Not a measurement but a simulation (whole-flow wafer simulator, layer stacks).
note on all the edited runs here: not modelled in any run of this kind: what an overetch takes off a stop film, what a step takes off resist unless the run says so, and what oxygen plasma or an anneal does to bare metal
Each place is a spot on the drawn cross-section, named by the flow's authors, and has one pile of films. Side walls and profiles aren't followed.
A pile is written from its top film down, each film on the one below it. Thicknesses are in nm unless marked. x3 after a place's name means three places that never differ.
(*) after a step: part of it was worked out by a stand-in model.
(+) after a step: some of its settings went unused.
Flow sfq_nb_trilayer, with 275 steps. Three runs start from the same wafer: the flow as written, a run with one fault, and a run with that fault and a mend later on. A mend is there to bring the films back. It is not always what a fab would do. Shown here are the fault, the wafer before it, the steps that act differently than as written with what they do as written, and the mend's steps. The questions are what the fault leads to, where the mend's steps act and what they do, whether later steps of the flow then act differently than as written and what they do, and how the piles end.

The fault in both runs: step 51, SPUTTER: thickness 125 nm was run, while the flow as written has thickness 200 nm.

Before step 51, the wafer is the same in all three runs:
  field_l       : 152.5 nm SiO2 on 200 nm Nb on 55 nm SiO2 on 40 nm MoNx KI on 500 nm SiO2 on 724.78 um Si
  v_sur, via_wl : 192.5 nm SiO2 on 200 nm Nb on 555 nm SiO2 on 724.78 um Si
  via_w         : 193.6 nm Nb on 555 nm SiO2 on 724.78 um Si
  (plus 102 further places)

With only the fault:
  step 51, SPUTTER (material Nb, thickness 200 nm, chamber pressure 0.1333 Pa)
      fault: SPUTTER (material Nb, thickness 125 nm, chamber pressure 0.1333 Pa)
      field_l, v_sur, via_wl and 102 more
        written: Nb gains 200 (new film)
        fault: Nb gains 125 (new film)
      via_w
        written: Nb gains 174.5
        fault: Nb gains 109.9
  Later steps of the flow acting differently than as written (not shown: 3 more steps that differ only slightly, by at most 2% or 0.5 nm, whichever is larger):
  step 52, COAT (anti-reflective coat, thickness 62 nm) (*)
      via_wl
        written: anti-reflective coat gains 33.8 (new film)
        fault: anti-reflective coat gains 32.8 (new film)
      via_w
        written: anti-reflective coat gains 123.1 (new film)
        fault: anti-reflective coat gains 119.8 (new film)
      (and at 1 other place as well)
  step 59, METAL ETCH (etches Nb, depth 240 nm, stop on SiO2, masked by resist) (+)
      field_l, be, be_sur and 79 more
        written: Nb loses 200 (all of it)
        fault: Nb loses 125 (all of it)
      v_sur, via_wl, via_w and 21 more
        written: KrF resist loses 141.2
        fault: KrF resist loses 110.3
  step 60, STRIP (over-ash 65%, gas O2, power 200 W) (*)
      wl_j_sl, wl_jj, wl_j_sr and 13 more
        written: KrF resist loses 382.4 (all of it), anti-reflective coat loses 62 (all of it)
        fault: KrF resist loses 413.3 (all of it), anti-reflective coat loses 62 (all of it)
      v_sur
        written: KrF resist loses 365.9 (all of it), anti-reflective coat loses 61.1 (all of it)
        fault: KrF resist loses 397.4 (all of it), anti-reflective coat loses 60.8 (all of it)
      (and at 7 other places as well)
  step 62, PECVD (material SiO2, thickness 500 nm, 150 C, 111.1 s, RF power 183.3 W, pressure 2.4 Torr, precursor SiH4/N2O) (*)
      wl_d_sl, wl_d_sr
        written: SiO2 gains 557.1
        fault: SiO2 gains 500
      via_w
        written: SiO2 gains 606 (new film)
        fault: SiO2 gains 587.6 (new film)
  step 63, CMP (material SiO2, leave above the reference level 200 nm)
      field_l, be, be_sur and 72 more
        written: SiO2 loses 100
        fault: SiO2 loses 175
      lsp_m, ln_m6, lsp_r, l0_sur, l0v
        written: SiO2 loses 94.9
        fault: SiO2 loses 175
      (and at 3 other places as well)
  The piles end different from the flow's at field_l, v_sur, via_wl and 103 more by more than 2% or 0.5 nm, whichever is larger.
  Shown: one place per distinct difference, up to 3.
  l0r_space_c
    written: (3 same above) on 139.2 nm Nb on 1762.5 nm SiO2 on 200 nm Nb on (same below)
    fault: (3 same above) on 139.2 nm Nb on 1687.5 nm SiO2 on 200 nm Nb on (same below)
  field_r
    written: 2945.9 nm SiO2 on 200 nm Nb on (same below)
    fault: 2870.9 nm SiO2 on 200 nm Nb on (same below)
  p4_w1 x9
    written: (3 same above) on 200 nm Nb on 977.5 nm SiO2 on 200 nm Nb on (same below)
    fault: (3 same above) on 200 nm Nb on 902.5 nm SiO2 on 200 nm Nb on (same below)

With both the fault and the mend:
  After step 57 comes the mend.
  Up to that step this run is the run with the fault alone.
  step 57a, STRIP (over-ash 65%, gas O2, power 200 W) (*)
      p4_fl x3, p4_w1 x9, p4_g1 x2 and 47 more
        anti-reflective coat loses 62 (all of it)
      wl_j_sl, wl_jj, wl_j_sr and 13 more
        KrF resist loses 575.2 (all of it), anti-reflective coat loses 62 (all of it)
      r_sur, res, r_end and 8 more
        anti-reflective coat loses 61.8 (all of it)
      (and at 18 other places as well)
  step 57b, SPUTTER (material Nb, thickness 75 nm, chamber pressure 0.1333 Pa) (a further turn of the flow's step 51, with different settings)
      field_l, v_sur, via_wl and 102 more
        Nb gains 75
      via_w
        Nb gains 60.5
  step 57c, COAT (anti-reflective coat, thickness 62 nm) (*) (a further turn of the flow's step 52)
      p4_fl x3, p4_w1 x9, p4_g1 x2 and 63 more
        anti-reflective coat gains 62 (new film)
      r_sur, res, r_end and 9 more
        anti-reflective coat gains 61.8 (new film)
      jj_sur, ce_l, c5j, ce_r, sp_r, be_r
        anti-reflective coat gains 61.7 (new film)
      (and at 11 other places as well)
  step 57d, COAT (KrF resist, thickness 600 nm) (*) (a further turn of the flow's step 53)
      p4_fl x3, p4_w1 x9, p4_g1 x2 and 63 more
        KrF resist gains 600 (new film)
      res, r_end, moat, field_r, l0_sur
        KrF resist gains 599.4 (new film)
      lsp_l, ln_m5, lsp_m, ln_m6, lsp_r
        KrF resist gains 599.5 (new film)
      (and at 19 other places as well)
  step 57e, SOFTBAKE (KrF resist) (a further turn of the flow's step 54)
      does not change any film at any place that is followed
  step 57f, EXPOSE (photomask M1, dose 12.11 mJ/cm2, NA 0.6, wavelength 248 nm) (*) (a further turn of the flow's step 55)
      does not change any film at any place that is followed
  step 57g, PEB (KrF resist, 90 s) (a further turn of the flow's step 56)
      wire, be, be_sur and 96 more
        KrF resist loses 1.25
      field_l, via_v
        KrF resist loses 1.24
      via_wl, via_wr
        KrF resist loses 1.26
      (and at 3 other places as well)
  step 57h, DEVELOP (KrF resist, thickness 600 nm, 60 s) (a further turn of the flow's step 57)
      p4_fl x3, p4_w1 x9, p4_g1 x2 and 47 more
        KrF resist loses 598.7 (all of it)
      v_sur, via_wl, via_w and 21 more
        KrF resist loses 23.5
      moat, field_r, lsp_l, lsp_m, ln_m6, lsp_r, l0_sur
        KrF resist loses 598.2 (all of it)
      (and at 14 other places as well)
  Every later step of the flow that is run acts as written, at every place that is followed, to within 2% or 0.5 nm, whichever is larger.
  The piles end only slightly different from the flow's at the places that both follow, by no more than 2% or 0.5 nm, whichever is larger.
